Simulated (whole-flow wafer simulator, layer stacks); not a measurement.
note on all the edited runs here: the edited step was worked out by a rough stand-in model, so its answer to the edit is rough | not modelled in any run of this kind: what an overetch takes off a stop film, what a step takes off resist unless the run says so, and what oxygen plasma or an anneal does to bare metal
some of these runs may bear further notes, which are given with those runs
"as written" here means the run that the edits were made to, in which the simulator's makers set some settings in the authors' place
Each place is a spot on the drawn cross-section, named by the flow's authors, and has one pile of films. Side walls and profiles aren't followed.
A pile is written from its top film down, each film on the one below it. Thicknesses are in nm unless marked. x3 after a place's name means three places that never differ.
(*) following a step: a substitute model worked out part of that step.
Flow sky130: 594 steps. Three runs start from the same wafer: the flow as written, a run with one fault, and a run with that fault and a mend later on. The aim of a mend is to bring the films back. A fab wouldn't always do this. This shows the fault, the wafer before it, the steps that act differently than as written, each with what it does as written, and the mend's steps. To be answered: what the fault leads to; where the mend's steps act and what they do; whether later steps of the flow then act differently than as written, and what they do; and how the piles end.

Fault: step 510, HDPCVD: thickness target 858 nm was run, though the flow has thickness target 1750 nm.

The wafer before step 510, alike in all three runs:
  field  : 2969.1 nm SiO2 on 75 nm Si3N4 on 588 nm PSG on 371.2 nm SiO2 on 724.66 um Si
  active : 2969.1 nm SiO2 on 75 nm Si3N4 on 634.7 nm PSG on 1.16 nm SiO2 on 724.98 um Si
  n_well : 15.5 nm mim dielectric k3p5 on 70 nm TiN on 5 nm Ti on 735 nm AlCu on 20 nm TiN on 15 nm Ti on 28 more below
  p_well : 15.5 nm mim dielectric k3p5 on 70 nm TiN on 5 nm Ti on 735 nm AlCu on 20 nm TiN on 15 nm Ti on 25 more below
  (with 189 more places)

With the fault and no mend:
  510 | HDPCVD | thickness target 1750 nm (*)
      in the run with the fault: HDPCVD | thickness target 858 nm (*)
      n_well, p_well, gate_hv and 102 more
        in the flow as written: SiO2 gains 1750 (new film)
        in the run with the fault: SiO2 gains 858 (new film)
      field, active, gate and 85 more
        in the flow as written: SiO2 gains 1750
        in the run with the fault: SiO2 gains 858
  Later steps of the flow acting differently than as written (not shown: 22 more steps that differ only slightly, by at most 2% or 0.5 nm, whichever is larger):
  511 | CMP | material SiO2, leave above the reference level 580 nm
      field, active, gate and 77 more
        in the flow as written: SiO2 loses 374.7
        in the run with the fault: nothing
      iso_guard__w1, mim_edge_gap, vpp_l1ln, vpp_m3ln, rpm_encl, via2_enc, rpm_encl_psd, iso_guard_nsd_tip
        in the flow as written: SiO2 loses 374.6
        in the run with the fault: nothing
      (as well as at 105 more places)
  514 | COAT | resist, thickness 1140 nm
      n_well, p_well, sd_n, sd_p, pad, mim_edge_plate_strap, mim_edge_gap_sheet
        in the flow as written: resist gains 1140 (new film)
        in the run with the fault: resist gains 625.8 (new film)
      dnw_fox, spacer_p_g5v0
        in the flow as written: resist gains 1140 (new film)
        in the run with the fault: resist gains 841.1 (new film)
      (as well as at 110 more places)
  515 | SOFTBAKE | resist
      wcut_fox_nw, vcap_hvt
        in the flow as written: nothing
        in the run with the fault: resist loses 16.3
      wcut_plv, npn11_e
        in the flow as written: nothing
        in the run with the fault: resist loses 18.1
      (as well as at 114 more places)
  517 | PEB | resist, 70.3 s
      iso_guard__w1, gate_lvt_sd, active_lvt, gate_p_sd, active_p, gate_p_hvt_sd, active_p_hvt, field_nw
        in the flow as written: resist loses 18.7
        in the run with the fault: resist loses 20.3
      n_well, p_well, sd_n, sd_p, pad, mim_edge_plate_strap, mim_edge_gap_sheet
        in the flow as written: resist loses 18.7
        in the run with the fault: resist loses 8.87
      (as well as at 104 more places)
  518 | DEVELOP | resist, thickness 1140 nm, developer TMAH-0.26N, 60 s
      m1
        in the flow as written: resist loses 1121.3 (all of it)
        in the run with the fault: resist loses 784.7 (all of it)
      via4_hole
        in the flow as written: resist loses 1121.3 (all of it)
        in the run with the fault: resist loses 746.1 (all of it)
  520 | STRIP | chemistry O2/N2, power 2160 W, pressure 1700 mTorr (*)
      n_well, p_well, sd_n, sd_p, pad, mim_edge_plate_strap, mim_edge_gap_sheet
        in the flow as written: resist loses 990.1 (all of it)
        in the run with the fault: resist loses 485.7 (all of it)
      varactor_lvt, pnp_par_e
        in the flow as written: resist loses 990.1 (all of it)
        in the run with the fault: resist loses 758.8 (all of it)
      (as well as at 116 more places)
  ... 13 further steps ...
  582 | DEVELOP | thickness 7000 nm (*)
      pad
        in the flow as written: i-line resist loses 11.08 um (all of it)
        in the run with the fault: i-line resist loses 11.1 um (all of it)
  The piles end different from the flow's at field, active, gate and 87 more by more than 2% or 0.5 nm, whichever is larger.
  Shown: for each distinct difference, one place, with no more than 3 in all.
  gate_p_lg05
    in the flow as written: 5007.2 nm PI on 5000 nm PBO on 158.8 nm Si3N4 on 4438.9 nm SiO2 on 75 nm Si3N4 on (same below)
    in the run with the fault: 5005.1 nm PI on 5000 nm PBO on 158.8 nm Si3N4 on 125.2 nm SiO2 on 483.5 nm W on 20 nm TiN on 3827.1 nm SiO2 on 75 nm Si3N4 on (same below)
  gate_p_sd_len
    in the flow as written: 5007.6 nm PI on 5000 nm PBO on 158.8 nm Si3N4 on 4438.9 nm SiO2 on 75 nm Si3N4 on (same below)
    in the run with the fault: 5005.1 nm PI on 5000 nm PBO on 158.8 nm Si3N4 on 125.2 nm SiO2 on 483.5 nm W on 20 nm TiN on 3827.1 nm SiO2 on 75 nm Si3N4 on (same below)
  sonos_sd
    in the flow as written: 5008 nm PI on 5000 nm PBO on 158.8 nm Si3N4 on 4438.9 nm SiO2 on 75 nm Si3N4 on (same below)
    in the run with the fault: 5001.8 nm PI on 5000 nm PBO on 158.8 nm Si3N4 on 125.2 nm SiO2 on 483.5 nm W on 20 nm TiN on 3827.1 nm SiO2 on 75 nm Si3N4 on (same below)

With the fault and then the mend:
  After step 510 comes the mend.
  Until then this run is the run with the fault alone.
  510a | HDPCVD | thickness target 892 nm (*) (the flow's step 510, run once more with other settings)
      field, active, n_well and 190 more
        SiO2 gains 892
  Every later step of the flow that is run acts as written at every place that is followed.
  The piles end the same as the flow's at every place that both follow.
